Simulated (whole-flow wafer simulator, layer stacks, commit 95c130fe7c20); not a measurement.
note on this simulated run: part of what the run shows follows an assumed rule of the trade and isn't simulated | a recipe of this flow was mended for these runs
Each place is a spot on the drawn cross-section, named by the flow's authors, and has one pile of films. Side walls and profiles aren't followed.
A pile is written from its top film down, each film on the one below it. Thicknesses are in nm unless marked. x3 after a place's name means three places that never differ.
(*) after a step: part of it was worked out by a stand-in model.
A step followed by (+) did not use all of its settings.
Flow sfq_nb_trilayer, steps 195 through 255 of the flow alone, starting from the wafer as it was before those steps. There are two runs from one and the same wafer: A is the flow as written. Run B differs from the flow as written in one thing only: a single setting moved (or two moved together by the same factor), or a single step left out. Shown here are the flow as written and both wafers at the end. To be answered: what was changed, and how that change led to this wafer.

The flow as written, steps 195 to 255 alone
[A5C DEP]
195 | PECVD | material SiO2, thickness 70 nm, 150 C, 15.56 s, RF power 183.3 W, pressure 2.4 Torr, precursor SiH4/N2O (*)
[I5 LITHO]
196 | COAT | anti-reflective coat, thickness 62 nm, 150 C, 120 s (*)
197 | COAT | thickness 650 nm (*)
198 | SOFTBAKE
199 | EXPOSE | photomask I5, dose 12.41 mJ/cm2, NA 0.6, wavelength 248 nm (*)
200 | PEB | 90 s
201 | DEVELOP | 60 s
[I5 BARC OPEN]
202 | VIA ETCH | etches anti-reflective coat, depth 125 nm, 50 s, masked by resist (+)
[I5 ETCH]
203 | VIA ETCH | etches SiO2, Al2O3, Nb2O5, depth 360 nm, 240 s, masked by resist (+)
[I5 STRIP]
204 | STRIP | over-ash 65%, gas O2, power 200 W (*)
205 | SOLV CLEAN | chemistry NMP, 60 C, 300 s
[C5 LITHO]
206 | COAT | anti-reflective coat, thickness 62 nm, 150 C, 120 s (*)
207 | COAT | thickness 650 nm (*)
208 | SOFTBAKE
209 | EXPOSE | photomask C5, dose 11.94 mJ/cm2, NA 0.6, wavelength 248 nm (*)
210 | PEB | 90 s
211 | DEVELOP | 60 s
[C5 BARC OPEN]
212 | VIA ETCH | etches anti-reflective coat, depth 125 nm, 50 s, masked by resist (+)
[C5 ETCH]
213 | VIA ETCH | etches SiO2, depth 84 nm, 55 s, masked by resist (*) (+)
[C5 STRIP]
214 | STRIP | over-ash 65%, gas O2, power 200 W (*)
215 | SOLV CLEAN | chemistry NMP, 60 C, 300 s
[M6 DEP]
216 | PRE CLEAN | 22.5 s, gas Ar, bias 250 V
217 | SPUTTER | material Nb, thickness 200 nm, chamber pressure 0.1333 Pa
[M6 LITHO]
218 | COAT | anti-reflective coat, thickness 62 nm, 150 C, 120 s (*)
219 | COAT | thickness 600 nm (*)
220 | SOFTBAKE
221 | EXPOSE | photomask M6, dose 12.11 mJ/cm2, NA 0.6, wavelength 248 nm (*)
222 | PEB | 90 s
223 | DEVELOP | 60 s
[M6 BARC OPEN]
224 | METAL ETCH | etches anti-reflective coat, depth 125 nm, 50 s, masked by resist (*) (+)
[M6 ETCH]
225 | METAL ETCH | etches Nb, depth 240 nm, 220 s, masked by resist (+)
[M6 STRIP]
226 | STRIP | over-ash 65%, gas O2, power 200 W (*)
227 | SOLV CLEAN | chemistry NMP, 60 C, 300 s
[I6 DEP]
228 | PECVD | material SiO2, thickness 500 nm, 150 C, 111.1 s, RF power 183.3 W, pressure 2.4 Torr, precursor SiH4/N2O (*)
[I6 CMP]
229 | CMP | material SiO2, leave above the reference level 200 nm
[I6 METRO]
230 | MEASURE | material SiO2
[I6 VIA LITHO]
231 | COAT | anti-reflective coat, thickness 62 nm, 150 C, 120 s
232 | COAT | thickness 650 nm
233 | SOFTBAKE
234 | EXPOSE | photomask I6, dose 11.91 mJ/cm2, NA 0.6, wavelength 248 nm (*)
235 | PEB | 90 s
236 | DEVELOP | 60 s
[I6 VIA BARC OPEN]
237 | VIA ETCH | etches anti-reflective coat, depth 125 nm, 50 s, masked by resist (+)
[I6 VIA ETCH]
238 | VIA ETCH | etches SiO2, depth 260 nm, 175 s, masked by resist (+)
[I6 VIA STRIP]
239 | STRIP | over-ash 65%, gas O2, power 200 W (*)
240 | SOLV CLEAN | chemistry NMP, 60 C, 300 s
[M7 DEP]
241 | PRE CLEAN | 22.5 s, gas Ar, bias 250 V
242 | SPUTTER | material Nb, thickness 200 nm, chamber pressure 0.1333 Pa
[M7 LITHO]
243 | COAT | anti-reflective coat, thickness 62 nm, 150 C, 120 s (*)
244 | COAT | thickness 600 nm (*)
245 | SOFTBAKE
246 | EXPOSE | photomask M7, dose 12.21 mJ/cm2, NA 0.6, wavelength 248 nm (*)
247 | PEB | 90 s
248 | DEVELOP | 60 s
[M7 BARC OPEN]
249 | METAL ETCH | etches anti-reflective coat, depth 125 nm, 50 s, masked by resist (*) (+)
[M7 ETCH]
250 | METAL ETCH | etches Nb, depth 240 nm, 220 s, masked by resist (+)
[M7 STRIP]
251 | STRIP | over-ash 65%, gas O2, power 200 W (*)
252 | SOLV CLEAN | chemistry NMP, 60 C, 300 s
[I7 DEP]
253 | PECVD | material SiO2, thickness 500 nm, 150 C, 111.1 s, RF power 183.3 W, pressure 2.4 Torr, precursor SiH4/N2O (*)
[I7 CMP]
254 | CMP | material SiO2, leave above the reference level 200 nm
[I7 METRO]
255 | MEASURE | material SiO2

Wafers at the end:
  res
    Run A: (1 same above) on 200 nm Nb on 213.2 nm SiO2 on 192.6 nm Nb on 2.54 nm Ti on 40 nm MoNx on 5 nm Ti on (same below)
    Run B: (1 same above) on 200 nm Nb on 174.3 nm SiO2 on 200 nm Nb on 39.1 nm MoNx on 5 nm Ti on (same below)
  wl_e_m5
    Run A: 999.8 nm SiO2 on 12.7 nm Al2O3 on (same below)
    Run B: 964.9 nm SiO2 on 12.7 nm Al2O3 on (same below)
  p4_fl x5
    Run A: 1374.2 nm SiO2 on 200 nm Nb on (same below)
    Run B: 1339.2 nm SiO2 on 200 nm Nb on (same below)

Cause: step 195, PECVD: 7.778 s was run, though the flow has 15.56 s.

The path from the change to this, step by step:
  195 | PECVD | material SiO2, thickness 70 nm, 150 C, 15.56 s, RF power 183.3 W, pressure 2.4 Torr, precursor SiH4/N2O (*)
      field_l, v_sur, via_wl and 92 more: A SiO2 gains 70 | B SiO2 gains 35
      ce_l, c5j, ce_r and 8 more: A SiO2 gains 70 (new film) | B SiO2 gains 35 (new film)
  196 | COAT | anti-reflective coat, thickness 62 nm, 150 C, 120 s (*)
      r5r_line_l, r5r_line_c, r5r_line_r: A anti-reflective coat gains 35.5 (new film) | B anti-reflective coat gains 33.6 (new film)
      r5r_spacepad_l, r5r_spacepad_r: A anti-reflective coat gains 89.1 (new film) | B anti-reflective coat gains 87.1 (new film)
      (and at 1 other place as well)
  203 | VIA ETCH | etches SiO2, Al2O3, Nb2O5, depth 360 nm, 240 s, masked by resist (+)
      be: A SiO2 loses 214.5 (all of it), Al2O3 loses 12.7 (all of it), Nb2O5 loses 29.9 (all of it), Nb loses 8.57 | B SiO2 loses 179.6 (all of it), Al2O3 loses 12.7 (all of it), Nb2O5 loses 29.9 (all of it), Nb loses 11.5
  204 | STRIP | over-ash 65%, gas O2, power 200 W (*)
      r5r_line_l, r5r_line_c, r5r_line_r: A KrF-resist-other-grade loses 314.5 (all of it), anti-reflective coat loses 35.5 (all of it) | B KrF-resist-other-grade loses 314.5 (all of it), anti-reflective coat loses 33.6 (all of it)
      r5r_spacepad_l, r5r_spacepad_r: A KrF-resist-other-grade loses 316.1 (all of it), anti-reflective coat loses 89.1 (all of it) | B KrF-resist-other-grade loses 316.2 (all of it), anti-reflective coat loses 87.1 (all of it)
      (and at 1 other place as well)
  206 | COAT | anti-reflective coat, thickness 62 nm, 150 C, 120 s (*)
      r5r_line_l, r5r_line_c, r5r_line_r: A anti-reflective coat gains 35.5 (new film) | B anti-reflective coat gains 33.6 (new film)
      r5r_spacepad_l, r5r_spacepad_r: A anti-reflective coat gains 89.1 (new film) | B anti-reflective coat gains 87.1 (new film)
      (and at 2 other places as well)
  207 | COAT | thickness 650 nm (*)
      be: A KrF-resist-other-grade gains 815 (new film) | B KrF-resist-other-grade gains 791.8 (new film)
  213 | VIA ETCH | etches SiO2, depth 84 nm, 55 s, masked by resist (*) (+)
      c5j: A SiO2 loses 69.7 (all of it), Nb loses 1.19 | B SiO2 loses 34.8 (all of it), Nb loses 4.1
      res: A SiO2 loses 69.7 (all of it), Ti loses 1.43 | B SiO2 loses 34.7 (all of it), Ti loses 4.93
  214 | STRIP | over-ash 65%, gas O2, power 200 W (*)
      r5r_line_l, r5r_line_c, r5r_line_r: A KrF-resist-other-grade loses 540 (all of it), anti-reflective coat loses 35.5 (all of it) | B KrF-resist-other-grade loses 540 (all of it), anti-reflective coat loses 33.6 (all of it)
      r5r_spacepad_l, r5r_spacepad_r: A KrF-resist-other-grade loses 541.6 (all of it), anti-reflective coat loses 89.1 (all of it) | B KrF-resist-other-grade loses 541.7 (all of it), anti-reflective coat loses 87.1 (all of it)
      (and at 2 other places as well)
  216 | PRE CLEAN | 22.5 s, gas Ar, bias 250 V
      res: A Ti loses 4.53 | B Ti loses 3.57 (all of it), MoNx loses 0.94
  217 | SPUTTER | material Nb, thickness 200 nm, chamber pressure 0.1333 Pa
      be: A Nb gains 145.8 | B Nb gains 153.1
      c5j: A Nb gains 188.4 | B Nb gains 196.8
      (and at 1 other place as well)
  218 | COAT | anti-reflective coat, thickness 62 nm, 150 C, 120 s (*)
      r5r_line_l, r5r_line_c, r5r_line_r: A anti-reflective coat gains 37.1 (new film) | B anti-reflective coat gains 36.2 (new film)
      wire: A anti-reflective coat gains 33.4 (new film) | B anti-reflective coat gains 34.1 (new film)
      (and at 11 other places as well)
  219 | COAT | thickness 600 nm (*)
      be: A KrF-resist-other-grade gains 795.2 (new film) | B KrF-resist-other-grade gains 767.6 (new film)
  224 | METAL ETCH | etches anti-reflective coat, depth 125 nm, 50 s, masked by resist (*) (+)
      r5r_line_l, r5r_line_c, r5r_line_r: A anti-reflective coat loses 37.1 (all of it) | B anti-reflective coat loses 36.2 (all of it)
      field_r: A anti-reflective coat loses 67 (all of it) | B anti-reflective coat loses 65 (all of it)
  226 | STRIP | over-ash 65%, gas O2, power 200 W (*)
      wire: A KrF-resist-other-grade loses 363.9 (all of it), anti-reflective coat loses 33.4 (all of it) | B KrF-resist-other-grade loses 366.6 (all of it), anti-reflective coat loses 34.1 (all of it)
      be: A KrF-resist-other-grade loses 559.4 (all of it), anti-reflective coat loses 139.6 (all of it) | B KrF-resist-other-grade loses 531.7 (all of it), anti-reflective coat loses 133.6 (all of it)
      (and at 9 other places as well)
  228 | PECVD | material SiO2, thickness 500 nm, 150 C, 111.1 s, RF power 183.3 W, pressure 2.4 Torr, precursor SiH4/N2O (*)
      be: A SiO2 gains 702 (new film) | B SiO2 gains 662.6 (new film)
      c5j: A SiO2 gains 514.7 (new film) | B SiO2 gains 500 (new film)
  229 | CMP | material SiO2, leave above the reference level 200 nm
      c5j: A SiO2 loses 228 | B SiO2 loses 253.7
      res: A SiO2 loses 279.3 | B SiO2 loses 318.2
